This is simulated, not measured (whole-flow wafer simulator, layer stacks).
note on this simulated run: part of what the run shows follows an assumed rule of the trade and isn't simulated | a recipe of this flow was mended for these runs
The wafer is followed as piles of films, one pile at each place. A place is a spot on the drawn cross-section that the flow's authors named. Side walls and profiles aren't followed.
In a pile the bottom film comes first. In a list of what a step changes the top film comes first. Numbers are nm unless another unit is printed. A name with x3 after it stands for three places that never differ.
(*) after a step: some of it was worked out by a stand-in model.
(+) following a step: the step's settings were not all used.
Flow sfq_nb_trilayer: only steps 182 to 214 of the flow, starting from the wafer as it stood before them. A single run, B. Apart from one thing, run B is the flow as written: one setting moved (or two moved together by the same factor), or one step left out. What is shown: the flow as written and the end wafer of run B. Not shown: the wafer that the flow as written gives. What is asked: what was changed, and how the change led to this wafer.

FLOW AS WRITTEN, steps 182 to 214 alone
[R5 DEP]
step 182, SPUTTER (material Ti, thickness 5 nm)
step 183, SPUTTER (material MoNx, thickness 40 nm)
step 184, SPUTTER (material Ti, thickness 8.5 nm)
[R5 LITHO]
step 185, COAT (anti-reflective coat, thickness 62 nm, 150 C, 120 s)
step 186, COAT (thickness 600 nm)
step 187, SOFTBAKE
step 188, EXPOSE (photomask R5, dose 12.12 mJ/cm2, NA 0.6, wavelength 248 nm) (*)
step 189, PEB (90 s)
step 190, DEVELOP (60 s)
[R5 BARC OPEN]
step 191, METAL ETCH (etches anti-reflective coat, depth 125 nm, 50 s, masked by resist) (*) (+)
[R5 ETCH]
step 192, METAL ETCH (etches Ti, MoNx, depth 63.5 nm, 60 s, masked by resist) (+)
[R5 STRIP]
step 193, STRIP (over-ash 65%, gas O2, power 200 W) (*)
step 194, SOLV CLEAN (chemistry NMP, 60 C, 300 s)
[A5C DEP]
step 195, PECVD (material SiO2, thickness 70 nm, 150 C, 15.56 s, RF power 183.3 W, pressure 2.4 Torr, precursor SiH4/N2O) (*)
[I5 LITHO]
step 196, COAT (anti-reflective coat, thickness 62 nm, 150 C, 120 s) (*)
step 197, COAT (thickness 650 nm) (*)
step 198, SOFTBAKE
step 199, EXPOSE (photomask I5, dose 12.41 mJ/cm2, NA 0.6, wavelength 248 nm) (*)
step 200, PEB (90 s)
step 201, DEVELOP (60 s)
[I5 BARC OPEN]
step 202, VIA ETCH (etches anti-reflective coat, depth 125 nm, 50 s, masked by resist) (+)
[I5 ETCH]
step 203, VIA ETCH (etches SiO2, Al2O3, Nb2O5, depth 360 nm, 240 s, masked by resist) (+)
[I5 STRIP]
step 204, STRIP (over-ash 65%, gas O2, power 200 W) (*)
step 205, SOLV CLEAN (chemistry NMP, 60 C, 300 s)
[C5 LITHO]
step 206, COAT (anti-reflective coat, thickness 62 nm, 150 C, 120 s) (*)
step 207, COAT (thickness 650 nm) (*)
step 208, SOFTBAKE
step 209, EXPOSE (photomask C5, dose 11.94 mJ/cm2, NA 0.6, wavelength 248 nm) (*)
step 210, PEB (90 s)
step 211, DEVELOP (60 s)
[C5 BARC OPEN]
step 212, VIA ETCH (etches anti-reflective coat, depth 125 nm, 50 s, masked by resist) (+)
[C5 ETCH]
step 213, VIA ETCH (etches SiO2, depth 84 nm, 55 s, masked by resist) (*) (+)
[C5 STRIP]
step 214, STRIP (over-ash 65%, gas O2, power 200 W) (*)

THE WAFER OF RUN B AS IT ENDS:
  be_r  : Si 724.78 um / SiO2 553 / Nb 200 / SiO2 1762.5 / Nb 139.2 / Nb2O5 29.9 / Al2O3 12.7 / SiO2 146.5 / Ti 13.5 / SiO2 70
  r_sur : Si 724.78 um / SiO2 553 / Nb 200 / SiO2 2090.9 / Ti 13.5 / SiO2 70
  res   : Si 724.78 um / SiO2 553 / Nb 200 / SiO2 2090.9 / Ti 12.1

What caused this: step 183, SPUTTER: material MoNx, thickness 40 nm, was omitted.

Step by step, how the change led to this:
  step 184, SPUTTER (material Ti, thickness 8.5 nm)
      field_l, v_sur, via_wl and 103 more: +8.5 Ti (as written it would have been: +8.5 Ti (new film))
  step 192, METAL ETCH (etches Ti, MoNx, depth 63.5 nm, 60 s, masked by resist) (+)
      field_l, v_sur, via_wl and 92 more: -13.5 Ti (all of it), -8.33 SiO2 (as written it would have been: -8.5 Ti (all of it), -40 MoNx (all of it), -5 Ti (all of it), -1.67 SiO2)
      ce_l, c5j, ce_r, wl_jj: -13.5 Ti (all of it), -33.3 Nb (as written it would have been: -8.5 Ti (all of it), -40 MoNx (all of it), -5 Ti (all of it), -6.67 Nb)
  step 196, COAT (anti-reflective coat, thickness 62 nm, 150 C, 120 s) (*)
      r5r_line_l, r5r_line_c, r5r_line_r: +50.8 anti-reflective coat (new film) (as written it would have been: +35.5 anti-reflective coat (new film))
      wl_j_sl, wl_j_sr: +54.7 anti-reflective coat (new film) (as written it would have been: +60.5 anti-reflective coat (new film))
      (and at 14 other places as well)
  step 197, COAT (thickness 650 nm) (*)
      r_sur: +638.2 KrF-resist-other-grade (new film) (as written it would have been: +622.3 KrF-resist-other-grade (new film))
      res: +639.6 KrF-resist-other-grade (new film) (as written it would have been: +624.9 KrF-resist-other-grade (new film))
  step 203, VIA ETCH (etches SiO2, Al2O3, Nb2O5, depth 360 nm, 240 s, masked by resist) (+)
      be: -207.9 SiO2 (all of it), -12.7 Al2O3 (all of it), -29.9 Nb2O5 (all of it), -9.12 Nb (as written it would have been: -214.5 SiO2 (all of it), -12.7 Al2O3 (all of it), -29.9 Nb2O5 (all of it), -8.57 Nb)
  step 204, STRIP (over-ash 65%, gas O2, power 200 W) (*)
      r5r_line_l, r5r_line_c, r5r_line_r: -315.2 KrF-resist-other-grade (all of it), -50.8 anti-reflective coat (all of it) (as written it would have been: -314.5 KrF-resist-other-grade (all of it), -35.5 anti-reflective coat (all of it))
      r5r_spacepad_l, r5r_spacepad_r: -315.9 KrF-resist-other-grade (all of it), -72 anti-reflective coat (all of it) (as written it would have been: -316.1 KrF-resist-other-grade (all of it), -89.1 anti-reflective coat (all of it))
      (and at 15 other places as well)
  step 206, COAT (anti-reflective coat, thickness 62 nm, 150 C, 120 s) (*)
      r5r_line_l, r5r_line_c, r5r_line_r: +50.8 anti-reflective coat (new film) (as written it would have been: +35.5 anti-reflective coat (new film))
      wl_j_sl, wl_j_sr: +54.7 anti-reflective coat (new film) (as written it would have been: +60.5 anti-reflective coat (new film))
      (and at 14 other places as well)
  step 207, COAT (thickness 650 nm) (*)
      r_sur: +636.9 KrF-resist-other-grade (new film) (as written it would have been: +621.2 KrF-resist-other-grade (new film))
      res: +638.4 KrF-resist-other-grade (new film) (as written it would have been: +623.9 KrF-resist-other-grade (new film))
  step 211, DEVELOP (60 s)
      res: -637 KrF-resist-other-grade (all of it) (as written it would have been: -622.6 KrF-resist-other-grade (all of it))
  step 212, VIA ETCH (etches anti-reflective coat, depth 125 nm, 50 s, masked by resist) (+)
      c5j: -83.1 anti-reflective coat (all of it), -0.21 SiO2 (as written it would have been: -73.7 anti-reflective coat (all of it), -0.26 SiO2)
      res: -60.2 anti-reflective coat (all of it), -0.32 SiO2 (as written it would have been: -57.9 anti-reflective coat (all of it), -0.34 SiO2)
  step 214, STRIP (over-ash 65%, gas O2, power 200 W) (*)
      r5r_line_l, r5r_line_c, r5r_line_r: -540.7 KrF-resist-other-grade (all of it), -50.8 anti-reflective coat (all of it) (as written it would have been: -540 KrF-resist-other-grade (all of it), -35.5 anti-reflective coat (all of it))
      r5r_spacepad_l, r5r_spacepad_r: -541.4 KrF-resist-other-grade (all of it), -72 anti-reflective coat (all of it) (as written it would have been: -541.6 KrF-resist-other-grade (all of it), -89.1 anti-reflective coat (all of it))
      (and at 13 other places as well)
